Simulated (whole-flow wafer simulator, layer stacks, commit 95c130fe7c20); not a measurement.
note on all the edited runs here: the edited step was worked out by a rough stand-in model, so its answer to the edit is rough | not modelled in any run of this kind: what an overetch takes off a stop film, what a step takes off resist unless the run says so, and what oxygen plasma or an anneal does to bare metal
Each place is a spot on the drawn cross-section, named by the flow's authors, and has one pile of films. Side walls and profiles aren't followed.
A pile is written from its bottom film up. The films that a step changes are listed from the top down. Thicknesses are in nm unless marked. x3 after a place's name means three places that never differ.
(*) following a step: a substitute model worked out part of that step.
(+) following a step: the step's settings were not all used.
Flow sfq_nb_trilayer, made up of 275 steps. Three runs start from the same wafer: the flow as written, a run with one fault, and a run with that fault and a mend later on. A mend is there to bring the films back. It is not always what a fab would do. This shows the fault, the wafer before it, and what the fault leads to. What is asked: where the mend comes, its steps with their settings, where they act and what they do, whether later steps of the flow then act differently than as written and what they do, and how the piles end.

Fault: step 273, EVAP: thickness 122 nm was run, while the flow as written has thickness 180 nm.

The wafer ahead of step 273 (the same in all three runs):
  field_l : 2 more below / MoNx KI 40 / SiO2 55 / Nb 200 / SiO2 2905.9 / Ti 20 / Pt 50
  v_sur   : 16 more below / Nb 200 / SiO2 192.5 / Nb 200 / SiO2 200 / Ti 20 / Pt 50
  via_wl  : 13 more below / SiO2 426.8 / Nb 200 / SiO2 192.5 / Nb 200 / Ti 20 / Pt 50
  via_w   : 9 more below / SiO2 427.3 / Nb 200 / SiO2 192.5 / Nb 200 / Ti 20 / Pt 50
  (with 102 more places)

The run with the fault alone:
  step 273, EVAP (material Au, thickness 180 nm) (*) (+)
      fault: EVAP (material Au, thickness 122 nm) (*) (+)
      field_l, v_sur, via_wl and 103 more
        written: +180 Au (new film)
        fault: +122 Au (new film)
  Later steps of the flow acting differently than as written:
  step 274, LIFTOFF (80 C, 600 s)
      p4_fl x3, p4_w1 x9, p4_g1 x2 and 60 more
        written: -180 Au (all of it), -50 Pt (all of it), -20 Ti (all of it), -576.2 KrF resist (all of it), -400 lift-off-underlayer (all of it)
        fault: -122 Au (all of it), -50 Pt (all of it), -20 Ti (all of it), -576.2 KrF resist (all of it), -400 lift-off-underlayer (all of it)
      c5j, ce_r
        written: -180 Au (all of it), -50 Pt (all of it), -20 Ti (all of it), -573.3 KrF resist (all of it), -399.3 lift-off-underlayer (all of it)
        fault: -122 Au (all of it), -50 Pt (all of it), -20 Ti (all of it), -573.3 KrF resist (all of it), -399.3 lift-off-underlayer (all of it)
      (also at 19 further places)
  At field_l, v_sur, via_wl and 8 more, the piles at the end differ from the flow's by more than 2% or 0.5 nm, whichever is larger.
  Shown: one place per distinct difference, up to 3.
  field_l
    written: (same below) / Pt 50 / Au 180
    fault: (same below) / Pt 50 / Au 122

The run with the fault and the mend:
  After step 273 comes the mend.
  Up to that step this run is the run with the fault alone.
  step 273a, EVAP (material Au, thickness 58 nm) (*) (+) (a further turn of the flow's step 273, with different settings)
      field_l, v_sur, via_wl and 103 more
        +58 Au
  Later steps of the flow that are run all act as written at every place that is followed.
  At every place that both follow, the piles at the end match the flow's.
